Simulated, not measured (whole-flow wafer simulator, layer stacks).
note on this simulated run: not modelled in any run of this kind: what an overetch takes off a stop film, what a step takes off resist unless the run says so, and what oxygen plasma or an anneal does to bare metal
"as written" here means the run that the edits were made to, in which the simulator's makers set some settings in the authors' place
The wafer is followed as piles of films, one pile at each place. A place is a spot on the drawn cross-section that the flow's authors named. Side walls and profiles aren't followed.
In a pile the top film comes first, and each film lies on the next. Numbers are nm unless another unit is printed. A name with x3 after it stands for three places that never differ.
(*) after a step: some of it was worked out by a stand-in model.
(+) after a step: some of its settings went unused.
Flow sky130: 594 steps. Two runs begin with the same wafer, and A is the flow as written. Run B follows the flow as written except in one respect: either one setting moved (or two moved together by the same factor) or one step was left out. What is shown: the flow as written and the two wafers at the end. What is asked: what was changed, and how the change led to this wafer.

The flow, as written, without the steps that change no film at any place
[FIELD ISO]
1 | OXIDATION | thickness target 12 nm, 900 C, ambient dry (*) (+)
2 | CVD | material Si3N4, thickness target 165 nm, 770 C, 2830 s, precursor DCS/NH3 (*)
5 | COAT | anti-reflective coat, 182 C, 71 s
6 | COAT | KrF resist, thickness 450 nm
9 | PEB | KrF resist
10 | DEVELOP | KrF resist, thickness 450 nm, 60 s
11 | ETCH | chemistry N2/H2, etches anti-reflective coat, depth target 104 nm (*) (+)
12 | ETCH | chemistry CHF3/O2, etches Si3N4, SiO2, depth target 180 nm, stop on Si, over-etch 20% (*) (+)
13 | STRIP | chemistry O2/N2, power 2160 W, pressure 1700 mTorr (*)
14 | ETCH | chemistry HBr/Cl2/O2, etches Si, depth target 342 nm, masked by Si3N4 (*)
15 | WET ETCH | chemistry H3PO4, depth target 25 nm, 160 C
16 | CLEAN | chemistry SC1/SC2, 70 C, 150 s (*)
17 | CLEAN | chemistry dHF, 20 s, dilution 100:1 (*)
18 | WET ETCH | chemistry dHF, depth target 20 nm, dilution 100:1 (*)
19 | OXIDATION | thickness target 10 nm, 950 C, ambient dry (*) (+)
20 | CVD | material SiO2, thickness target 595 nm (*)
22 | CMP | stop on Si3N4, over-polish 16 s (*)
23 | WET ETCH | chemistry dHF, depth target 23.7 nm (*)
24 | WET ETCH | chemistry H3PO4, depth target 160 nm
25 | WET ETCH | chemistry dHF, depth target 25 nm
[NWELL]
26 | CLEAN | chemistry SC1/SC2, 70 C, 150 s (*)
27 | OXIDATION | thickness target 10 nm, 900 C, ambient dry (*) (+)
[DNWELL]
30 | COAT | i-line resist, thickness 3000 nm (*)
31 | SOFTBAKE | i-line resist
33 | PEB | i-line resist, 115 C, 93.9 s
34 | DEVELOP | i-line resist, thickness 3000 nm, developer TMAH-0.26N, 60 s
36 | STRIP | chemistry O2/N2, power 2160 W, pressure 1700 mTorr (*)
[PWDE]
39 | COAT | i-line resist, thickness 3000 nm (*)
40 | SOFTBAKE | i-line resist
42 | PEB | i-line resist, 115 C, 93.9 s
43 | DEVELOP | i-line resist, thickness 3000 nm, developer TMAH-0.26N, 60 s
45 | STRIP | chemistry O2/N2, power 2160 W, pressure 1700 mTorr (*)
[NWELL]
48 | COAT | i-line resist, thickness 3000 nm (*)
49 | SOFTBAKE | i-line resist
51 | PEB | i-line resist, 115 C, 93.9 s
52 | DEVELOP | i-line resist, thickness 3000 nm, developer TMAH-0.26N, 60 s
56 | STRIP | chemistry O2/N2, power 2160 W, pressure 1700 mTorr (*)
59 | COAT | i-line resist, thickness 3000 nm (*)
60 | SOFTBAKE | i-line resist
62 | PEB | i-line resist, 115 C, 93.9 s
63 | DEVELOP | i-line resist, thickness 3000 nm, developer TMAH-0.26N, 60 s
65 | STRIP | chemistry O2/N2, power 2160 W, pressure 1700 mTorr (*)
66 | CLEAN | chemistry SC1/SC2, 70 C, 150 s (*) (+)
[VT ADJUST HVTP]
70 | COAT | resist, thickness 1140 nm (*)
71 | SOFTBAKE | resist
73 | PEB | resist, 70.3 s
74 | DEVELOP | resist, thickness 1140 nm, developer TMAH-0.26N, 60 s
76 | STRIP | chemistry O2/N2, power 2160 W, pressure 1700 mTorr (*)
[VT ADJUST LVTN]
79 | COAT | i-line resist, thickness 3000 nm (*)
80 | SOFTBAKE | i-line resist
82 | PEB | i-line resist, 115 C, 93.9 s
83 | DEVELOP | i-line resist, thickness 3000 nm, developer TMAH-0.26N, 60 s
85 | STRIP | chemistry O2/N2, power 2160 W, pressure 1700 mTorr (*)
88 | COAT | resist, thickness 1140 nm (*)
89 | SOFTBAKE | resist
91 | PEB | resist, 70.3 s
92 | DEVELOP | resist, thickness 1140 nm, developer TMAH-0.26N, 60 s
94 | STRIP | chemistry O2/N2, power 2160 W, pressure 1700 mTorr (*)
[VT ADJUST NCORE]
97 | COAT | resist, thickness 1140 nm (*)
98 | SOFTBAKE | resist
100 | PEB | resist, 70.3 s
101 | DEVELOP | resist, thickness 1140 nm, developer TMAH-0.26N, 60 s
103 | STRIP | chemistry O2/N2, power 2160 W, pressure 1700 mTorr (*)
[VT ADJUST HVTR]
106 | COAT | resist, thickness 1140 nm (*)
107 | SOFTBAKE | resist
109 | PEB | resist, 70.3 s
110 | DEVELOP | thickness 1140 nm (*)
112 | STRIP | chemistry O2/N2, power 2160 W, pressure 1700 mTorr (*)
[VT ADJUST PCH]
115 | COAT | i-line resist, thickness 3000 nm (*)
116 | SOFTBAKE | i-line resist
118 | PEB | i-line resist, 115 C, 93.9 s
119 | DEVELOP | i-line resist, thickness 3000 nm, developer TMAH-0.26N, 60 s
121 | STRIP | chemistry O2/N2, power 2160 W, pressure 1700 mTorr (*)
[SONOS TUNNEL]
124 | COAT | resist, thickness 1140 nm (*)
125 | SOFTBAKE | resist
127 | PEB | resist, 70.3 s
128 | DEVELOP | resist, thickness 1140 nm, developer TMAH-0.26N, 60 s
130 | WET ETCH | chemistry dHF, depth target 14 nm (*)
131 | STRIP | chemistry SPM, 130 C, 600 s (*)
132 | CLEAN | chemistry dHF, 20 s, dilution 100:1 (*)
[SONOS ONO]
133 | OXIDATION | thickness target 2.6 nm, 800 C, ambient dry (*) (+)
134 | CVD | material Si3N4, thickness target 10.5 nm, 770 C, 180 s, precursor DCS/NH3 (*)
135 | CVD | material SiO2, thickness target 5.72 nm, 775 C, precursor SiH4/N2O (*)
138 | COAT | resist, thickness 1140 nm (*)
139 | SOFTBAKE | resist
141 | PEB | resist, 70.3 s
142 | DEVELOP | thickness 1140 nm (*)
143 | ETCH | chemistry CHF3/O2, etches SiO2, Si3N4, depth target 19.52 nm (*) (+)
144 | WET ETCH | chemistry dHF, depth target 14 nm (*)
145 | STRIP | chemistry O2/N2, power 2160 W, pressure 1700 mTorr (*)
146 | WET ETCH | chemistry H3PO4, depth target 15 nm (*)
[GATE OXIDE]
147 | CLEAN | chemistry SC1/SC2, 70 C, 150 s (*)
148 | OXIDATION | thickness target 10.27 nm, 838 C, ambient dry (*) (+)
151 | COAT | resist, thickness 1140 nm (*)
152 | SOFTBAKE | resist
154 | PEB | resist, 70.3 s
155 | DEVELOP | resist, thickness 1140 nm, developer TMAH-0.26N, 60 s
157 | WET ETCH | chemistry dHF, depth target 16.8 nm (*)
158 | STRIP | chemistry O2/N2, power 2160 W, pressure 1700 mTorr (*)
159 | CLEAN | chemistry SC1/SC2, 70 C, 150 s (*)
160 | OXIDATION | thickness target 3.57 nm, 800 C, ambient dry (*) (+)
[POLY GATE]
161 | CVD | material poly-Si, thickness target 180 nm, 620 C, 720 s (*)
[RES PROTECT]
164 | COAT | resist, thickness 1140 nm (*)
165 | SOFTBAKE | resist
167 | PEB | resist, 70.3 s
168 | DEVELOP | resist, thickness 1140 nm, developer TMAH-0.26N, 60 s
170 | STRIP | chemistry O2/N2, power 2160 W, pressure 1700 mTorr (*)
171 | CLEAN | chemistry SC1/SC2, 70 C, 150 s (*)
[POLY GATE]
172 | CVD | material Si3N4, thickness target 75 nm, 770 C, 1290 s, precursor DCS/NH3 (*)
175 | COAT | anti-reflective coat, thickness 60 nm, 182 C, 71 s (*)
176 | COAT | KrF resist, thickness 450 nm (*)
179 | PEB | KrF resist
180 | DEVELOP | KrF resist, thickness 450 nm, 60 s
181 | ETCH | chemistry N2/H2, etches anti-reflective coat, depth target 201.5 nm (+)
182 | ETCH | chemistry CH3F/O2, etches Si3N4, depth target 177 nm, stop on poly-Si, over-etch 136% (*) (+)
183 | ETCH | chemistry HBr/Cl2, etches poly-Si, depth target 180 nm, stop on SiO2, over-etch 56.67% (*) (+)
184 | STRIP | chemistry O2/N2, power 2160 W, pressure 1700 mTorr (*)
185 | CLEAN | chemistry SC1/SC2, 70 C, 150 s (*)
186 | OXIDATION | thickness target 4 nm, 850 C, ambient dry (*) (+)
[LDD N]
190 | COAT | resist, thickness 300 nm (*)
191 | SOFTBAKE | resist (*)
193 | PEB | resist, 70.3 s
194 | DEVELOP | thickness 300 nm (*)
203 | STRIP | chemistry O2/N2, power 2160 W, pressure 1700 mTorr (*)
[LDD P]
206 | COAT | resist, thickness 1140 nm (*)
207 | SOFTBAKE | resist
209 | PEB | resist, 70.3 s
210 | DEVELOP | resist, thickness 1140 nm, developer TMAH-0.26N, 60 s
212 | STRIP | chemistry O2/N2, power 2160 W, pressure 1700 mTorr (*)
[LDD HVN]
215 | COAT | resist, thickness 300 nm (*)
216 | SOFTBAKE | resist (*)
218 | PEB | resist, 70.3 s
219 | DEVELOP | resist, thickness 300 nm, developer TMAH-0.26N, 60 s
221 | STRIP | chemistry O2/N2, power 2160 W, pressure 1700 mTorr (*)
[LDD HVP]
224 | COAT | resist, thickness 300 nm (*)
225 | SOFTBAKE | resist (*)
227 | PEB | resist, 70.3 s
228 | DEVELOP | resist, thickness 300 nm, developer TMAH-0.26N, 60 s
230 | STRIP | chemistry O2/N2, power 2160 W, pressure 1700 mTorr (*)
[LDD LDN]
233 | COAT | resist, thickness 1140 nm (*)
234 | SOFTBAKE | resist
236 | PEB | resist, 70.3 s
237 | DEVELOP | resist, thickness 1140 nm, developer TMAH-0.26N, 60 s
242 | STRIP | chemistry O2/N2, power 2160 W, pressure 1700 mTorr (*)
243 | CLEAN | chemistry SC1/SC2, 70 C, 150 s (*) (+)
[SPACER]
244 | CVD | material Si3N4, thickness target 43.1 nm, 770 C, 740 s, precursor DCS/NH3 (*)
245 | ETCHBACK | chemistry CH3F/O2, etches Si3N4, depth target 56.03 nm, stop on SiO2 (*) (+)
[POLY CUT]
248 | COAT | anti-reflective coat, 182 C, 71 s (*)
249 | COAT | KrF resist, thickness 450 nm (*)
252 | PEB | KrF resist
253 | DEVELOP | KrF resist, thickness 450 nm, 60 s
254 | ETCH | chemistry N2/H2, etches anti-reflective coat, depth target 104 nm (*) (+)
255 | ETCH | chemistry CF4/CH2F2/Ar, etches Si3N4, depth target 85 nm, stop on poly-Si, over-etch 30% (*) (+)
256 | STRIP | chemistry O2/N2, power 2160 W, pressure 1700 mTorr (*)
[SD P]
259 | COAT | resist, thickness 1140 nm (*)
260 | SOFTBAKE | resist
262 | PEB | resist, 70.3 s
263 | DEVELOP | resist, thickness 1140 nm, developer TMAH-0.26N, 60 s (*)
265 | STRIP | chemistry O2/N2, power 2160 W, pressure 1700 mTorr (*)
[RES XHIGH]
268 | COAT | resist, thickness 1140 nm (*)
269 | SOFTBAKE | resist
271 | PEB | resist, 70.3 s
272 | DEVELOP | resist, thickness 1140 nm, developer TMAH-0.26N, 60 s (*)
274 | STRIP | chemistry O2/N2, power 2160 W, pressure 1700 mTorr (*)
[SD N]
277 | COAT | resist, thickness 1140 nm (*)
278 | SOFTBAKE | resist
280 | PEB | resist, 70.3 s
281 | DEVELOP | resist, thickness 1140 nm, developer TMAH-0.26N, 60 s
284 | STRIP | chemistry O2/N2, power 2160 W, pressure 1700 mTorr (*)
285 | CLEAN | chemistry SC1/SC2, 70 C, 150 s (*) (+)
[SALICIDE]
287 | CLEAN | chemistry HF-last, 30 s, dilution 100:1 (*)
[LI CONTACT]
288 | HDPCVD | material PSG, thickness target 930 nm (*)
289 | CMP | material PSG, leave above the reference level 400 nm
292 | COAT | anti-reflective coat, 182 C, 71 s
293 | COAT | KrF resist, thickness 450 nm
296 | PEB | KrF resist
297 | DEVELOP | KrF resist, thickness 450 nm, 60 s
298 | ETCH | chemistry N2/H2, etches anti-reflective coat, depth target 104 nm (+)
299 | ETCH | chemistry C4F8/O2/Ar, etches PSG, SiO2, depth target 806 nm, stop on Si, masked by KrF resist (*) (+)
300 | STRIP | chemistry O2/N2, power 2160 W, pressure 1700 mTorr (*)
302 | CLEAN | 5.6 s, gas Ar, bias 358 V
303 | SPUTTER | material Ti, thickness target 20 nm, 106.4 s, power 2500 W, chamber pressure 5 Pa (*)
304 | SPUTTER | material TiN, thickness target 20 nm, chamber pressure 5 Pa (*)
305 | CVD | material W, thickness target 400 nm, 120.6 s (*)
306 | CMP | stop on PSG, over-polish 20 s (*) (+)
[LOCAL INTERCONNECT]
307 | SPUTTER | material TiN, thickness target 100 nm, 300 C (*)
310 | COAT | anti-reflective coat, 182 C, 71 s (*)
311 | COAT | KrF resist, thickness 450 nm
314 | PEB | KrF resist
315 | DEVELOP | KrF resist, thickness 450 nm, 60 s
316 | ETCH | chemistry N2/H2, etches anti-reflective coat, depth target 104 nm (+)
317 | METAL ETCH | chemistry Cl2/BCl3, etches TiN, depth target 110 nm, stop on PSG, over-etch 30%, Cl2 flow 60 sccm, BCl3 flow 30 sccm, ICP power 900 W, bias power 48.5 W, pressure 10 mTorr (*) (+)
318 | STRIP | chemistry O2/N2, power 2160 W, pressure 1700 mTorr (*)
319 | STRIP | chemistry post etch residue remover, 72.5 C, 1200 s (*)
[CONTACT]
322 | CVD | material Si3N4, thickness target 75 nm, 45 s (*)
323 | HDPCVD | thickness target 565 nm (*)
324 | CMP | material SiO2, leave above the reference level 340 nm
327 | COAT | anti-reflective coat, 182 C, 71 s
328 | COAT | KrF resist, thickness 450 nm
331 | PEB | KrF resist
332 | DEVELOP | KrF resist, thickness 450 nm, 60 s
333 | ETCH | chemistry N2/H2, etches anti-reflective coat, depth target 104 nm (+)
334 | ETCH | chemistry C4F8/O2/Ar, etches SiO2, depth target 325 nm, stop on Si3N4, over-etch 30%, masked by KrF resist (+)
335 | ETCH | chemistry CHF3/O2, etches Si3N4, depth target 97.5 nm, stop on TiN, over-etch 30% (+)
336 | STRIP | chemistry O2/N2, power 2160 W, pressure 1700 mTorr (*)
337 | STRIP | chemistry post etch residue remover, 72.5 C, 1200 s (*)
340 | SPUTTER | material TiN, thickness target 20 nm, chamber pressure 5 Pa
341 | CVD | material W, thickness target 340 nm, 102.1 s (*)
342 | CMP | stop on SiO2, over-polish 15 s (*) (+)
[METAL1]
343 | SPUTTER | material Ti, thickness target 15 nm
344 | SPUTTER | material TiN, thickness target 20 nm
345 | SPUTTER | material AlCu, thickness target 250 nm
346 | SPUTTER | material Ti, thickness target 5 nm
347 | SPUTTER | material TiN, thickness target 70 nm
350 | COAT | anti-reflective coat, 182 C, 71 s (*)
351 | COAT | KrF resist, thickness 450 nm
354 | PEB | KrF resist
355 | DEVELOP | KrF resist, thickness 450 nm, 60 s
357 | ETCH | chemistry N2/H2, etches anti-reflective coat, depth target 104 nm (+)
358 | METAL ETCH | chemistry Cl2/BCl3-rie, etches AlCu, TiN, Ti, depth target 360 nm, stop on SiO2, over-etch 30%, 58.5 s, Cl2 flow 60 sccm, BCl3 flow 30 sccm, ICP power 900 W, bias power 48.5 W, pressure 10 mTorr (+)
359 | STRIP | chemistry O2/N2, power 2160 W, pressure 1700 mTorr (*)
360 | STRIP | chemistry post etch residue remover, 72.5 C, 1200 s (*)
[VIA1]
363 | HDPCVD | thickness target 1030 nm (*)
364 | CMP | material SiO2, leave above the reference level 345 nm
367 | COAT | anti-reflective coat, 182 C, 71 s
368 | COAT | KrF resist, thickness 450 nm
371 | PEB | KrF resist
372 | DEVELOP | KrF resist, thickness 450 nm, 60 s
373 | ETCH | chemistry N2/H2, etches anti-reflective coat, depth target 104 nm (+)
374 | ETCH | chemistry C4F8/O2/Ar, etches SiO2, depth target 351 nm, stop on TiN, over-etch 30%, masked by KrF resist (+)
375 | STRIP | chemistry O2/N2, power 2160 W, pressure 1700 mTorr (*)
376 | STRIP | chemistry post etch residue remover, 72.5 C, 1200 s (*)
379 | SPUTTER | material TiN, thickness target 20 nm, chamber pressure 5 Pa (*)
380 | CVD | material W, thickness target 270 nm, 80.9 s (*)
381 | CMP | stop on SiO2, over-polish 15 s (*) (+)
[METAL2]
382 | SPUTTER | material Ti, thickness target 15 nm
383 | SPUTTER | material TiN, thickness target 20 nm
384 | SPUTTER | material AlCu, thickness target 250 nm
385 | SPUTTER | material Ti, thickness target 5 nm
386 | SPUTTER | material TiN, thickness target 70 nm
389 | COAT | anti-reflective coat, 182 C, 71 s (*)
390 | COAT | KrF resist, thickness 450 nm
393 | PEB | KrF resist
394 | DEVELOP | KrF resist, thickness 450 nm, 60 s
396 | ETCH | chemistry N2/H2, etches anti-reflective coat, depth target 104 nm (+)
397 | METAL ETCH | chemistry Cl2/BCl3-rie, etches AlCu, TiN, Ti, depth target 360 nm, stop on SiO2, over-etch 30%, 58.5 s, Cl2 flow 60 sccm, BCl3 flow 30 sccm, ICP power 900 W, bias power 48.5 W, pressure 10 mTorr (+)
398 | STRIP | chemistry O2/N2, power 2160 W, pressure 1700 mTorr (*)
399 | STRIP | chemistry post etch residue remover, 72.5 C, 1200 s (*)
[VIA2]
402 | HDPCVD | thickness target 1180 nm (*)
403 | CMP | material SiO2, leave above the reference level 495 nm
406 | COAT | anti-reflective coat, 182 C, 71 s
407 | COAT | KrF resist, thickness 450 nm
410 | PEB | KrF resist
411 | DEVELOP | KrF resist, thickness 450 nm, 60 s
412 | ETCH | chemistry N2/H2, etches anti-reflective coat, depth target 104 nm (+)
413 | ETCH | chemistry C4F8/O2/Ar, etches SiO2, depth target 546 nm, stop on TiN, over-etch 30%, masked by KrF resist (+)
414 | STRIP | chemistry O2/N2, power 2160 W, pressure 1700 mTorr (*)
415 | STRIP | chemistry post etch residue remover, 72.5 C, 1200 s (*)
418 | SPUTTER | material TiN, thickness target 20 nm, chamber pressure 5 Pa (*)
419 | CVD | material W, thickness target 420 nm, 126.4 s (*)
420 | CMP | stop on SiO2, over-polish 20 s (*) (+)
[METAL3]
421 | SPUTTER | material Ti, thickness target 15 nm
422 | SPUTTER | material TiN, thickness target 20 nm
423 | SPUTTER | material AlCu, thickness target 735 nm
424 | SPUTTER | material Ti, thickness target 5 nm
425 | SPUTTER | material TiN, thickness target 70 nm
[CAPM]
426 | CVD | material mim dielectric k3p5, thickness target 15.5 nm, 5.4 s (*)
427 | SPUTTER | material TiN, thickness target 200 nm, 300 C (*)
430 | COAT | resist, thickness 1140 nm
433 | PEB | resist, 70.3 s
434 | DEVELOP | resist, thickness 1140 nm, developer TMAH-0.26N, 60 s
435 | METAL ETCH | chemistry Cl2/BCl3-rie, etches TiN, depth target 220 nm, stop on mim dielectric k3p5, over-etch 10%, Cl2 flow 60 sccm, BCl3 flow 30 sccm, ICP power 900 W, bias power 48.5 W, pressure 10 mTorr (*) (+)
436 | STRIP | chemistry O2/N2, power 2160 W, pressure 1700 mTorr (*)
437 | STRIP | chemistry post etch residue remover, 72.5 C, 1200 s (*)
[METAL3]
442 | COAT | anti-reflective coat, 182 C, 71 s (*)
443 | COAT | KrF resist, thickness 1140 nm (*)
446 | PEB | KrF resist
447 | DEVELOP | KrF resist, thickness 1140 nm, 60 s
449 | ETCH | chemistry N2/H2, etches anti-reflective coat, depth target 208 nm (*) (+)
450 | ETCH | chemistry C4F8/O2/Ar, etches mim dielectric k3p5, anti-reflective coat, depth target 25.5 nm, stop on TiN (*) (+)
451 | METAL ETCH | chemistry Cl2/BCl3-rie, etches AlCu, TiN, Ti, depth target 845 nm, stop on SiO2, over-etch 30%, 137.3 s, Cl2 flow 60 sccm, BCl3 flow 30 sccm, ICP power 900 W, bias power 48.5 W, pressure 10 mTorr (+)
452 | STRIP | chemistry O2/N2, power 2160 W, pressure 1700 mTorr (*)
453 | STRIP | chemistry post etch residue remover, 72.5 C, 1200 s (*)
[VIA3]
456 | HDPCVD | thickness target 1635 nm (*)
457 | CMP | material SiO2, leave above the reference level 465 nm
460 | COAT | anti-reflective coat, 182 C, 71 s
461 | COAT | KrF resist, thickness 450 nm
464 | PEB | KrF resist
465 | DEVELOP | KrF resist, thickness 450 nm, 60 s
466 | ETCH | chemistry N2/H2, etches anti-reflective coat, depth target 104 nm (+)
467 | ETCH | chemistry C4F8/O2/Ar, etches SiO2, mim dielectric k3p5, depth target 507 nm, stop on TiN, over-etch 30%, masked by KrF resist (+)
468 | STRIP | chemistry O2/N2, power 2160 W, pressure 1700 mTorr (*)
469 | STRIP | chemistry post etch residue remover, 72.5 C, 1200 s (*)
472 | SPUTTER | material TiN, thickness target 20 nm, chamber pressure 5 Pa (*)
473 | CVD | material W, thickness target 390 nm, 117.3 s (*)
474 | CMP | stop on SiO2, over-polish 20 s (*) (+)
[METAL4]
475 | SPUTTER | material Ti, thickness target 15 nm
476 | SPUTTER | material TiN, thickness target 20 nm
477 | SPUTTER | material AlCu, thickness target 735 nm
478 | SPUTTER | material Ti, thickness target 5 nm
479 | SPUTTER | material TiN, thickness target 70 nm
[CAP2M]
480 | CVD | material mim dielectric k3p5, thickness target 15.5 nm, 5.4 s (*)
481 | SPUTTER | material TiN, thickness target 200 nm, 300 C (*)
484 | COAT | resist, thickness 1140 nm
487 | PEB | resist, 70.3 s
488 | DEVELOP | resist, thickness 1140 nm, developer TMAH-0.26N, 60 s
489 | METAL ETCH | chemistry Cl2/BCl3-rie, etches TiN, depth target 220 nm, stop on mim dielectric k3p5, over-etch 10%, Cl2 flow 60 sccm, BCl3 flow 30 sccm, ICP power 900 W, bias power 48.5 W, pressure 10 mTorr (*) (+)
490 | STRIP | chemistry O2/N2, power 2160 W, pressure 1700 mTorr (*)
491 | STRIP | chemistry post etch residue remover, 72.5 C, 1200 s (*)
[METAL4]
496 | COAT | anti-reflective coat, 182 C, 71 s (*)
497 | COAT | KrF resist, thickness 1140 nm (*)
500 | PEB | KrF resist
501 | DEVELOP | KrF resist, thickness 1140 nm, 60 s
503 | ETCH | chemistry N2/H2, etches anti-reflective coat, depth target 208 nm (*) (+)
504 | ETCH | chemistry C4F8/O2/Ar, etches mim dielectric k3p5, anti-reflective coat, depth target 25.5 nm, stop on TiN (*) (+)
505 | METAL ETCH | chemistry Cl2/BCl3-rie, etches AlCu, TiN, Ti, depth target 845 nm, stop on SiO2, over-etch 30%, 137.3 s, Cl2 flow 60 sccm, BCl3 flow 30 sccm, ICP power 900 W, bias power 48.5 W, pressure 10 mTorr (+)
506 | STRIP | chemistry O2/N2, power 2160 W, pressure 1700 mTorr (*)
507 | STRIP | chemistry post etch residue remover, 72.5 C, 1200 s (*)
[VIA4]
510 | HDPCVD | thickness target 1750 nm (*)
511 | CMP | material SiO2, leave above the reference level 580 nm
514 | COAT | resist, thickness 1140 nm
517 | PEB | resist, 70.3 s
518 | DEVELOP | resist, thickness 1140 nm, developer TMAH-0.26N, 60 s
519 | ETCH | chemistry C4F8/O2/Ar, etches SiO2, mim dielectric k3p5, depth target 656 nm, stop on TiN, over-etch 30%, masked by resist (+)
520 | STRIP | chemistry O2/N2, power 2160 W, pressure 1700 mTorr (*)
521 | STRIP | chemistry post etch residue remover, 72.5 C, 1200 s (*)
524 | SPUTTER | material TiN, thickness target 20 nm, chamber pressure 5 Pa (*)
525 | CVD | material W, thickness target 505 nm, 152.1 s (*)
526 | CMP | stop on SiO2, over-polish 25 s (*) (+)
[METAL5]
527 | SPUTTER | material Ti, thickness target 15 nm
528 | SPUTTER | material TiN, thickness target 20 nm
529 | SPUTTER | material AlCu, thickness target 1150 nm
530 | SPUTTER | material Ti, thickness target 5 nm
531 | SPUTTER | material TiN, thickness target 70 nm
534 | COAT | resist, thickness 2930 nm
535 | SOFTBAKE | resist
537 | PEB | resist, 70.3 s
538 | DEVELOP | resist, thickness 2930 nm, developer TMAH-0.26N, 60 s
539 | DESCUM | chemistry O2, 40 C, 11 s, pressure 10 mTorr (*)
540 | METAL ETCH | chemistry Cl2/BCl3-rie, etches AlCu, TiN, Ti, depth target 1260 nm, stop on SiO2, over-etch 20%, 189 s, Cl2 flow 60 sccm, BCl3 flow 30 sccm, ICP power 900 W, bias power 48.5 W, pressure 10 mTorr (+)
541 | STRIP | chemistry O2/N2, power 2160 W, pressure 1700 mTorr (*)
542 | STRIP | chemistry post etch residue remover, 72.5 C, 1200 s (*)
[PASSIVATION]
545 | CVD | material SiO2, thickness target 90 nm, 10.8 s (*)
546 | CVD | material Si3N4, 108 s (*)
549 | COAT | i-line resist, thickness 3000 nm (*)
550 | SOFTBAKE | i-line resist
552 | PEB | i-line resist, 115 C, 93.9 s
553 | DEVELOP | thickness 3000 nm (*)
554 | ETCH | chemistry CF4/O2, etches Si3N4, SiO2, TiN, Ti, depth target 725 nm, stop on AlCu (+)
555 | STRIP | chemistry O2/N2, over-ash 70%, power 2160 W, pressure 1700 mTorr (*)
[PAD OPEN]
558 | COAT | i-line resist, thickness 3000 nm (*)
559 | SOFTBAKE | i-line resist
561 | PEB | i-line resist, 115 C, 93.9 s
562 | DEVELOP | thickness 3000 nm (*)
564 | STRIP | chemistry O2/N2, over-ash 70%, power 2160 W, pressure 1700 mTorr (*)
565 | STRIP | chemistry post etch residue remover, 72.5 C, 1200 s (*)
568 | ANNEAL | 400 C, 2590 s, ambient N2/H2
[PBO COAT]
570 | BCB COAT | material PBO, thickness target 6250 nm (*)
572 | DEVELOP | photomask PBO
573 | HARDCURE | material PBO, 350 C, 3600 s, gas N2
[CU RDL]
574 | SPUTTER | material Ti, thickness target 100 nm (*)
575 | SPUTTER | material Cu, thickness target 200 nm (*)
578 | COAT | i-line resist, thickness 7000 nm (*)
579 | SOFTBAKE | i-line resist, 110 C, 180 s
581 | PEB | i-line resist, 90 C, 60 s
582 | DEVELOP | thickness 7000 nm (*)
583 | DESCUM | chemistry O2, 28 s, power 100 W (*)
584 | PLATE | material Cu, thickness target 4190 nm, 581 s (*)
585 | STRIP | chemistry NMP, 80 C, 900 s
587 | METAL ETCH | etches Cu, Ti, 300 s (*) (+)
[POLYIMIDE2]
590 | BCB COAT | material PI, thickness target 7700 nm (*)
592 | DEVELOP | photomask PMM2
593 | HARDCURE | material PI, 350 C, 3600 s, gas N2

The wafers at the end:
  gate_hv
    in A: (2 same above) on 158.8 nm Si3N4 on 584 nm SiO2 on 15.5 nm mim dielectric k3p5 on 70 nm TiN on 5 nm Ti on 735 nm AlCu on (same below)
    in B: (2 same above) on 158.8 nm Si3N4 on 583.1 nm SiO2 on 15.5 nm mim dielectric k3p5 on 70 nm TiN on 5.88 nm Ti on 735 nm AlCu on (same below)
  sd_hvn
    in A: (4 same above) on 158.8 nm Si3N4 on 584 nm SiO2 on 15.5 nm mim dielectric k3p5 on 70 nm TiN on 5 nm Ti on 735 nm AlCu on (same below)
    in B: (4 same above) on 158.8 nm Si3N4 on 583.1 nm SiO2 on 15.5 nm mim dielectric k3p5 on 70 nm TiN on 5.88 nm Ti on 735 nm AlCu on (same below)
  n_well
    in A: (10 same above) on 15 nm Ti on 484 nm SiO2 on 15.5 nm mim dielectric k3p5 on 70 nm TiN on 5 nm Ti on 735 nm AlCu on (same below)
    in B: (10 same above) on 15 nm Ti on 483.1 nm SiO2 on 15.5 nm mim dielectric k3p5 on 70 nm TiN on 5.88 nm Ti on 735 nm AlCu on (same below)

What caused this: step 478, SPUTTER: thickness target 5.88 nm was run, though the flow has thickness target 5 nm.
The wafer itself shows it: gate_hv has Ti 5.88, and step 478 as written asks for 5 nm.

Step by step, how the change led to this:
  478 | SPUTTER | material Ti, thickness target 5 nm
      field, active, n_well and 189 more: A Ti gains 5 (new film) | B Ti gains 5.88 (new film)
  505 | METAL ETCH | chemistry Cl2/BCl3-rie, etches AlCu, TiN, Ti, depth target 845 nm, stop on SiO2, over-etch 30%, 137.3 s, Cl2 flow 60 sccm, BCl3 flow 30 sccm, ICP power 900 W, bias power 48.5 W, pressure 10 mTorr (+)
      field, gate, spacer and 68 more: A TiN loses 70 (all of it), Ti loses 5 (all of it), AlCu loses 735 (all of it), TiN loses 20 (all of it), Ti loses 15 (all of it), SiO2 loses 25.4 | B TiN loses 70 (all of it), Ti loses 5.88 (all of it), AlCu loses 735 (all of it), TiN loses 20 (all of it), Ti loses 15 (all of it), SiO2 loses 25.3
      active, vpp_iso1, mim_edge_plate and 14 more: A TiN loses 70 (all of it), Ti loses 5 (all of it), AlCu loses 735 (all of it), TiN loses 20 (all of it), Ti loses 15 (all of it), SiO2 loses 25.3 | B TiN loses 70 (all of it), Ti loses 5.88 (all of it), AlCu loses 735 (all of it), TiN loses 20 (all of it), Ti loses 15 (all of it), SiO2 loses 25.3
